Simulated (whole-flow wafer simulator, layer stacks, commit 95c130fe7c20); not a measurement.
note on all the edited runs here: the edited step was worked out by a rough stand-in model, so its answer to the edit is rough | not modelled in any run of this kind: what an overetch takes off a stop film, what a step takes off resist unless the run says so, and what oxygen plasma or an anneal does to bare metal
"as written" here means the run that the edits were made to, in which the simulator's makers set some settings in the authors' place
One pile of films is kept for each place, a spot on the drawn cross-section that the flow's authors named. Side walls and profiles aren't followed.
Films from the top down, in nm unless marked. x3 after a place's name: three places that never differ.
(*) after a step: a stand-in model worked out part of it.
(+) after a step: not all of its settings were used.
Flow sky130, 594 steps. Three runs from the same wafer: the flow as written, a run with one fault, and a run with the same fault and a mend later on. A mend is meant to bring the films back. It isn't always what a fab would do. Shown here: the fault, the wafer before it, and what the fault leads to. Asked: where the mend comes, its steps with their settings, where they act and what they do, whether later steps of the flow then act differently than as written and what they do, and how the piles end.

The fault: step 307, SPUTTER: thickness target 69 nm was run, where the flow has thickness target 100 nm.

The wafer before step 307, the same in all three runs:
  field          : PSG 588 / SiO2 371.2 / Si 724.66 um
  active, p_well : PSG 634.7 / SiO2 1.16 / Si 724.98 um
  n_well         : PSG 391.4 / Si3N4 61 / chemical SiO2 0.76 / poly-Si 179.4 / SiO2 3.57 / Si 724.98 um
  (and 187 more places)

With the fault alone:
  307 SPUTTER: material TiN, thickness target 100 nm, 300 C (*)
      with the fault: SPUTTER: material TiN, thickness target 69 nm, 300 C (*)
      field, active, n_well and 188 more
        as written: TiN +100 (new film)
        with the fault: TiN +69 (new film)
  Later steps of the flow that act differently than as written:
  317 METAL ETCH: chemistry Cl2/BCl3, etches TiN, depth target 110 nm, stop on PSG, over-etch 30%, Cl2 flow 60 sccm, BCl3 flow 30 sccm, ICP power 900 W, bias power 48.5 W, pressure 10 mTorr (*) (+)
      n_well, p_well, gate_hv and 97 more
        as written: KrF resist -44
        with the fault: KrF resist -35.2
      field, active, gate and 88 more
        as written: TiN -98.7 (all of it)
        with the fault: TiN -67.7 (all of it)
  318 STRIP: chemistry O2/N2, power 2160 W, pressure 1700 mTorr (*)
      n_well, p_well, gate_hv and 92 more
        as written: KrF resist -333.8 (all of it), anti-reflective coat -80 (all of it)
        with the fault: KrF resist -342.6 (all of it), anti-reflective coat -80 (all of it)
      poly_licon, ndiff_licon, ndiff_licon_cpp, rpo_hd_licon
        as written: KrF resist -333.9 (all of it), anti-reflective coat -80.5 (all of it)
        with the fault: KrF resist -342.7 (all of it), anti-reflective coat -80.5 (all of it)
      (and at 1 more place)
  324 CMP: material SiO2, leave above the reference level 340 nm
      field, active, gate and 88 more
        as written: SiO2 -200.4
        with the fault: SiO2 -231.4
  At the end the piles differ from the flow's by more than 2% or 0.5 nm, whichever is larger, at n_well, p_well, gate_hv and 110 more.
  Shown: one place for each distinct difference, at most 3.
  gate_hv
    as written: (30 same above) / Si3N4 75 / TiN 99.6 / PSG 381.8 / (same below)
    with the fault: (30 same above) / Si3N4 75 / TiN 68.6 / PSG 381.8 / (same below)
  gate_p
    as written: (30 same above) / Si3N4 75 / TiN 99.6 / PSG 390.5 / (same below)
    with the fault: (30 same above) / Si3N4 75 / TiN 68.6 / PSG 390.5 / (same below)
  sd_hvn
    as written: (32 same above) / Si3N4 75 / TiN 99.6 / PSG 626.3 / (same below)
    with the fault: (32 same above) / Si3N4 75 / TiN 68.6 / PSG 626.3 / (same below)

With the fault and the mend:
  The mend comes after step 307.
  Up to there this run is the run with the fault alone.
  307a SPUTTER: material TiN, thickness target 31 nm, 300 C (*) (the flow's step 307 once more, with other settings)
      field, active, n_well and 188 more
        TiN +31
  No later step of the flow acts differently than as written, at any place that is followed, by more than 2% or 0.5 nm, whichever is larger.
  At the end the piles are the same as the flow's at every place that both follow.
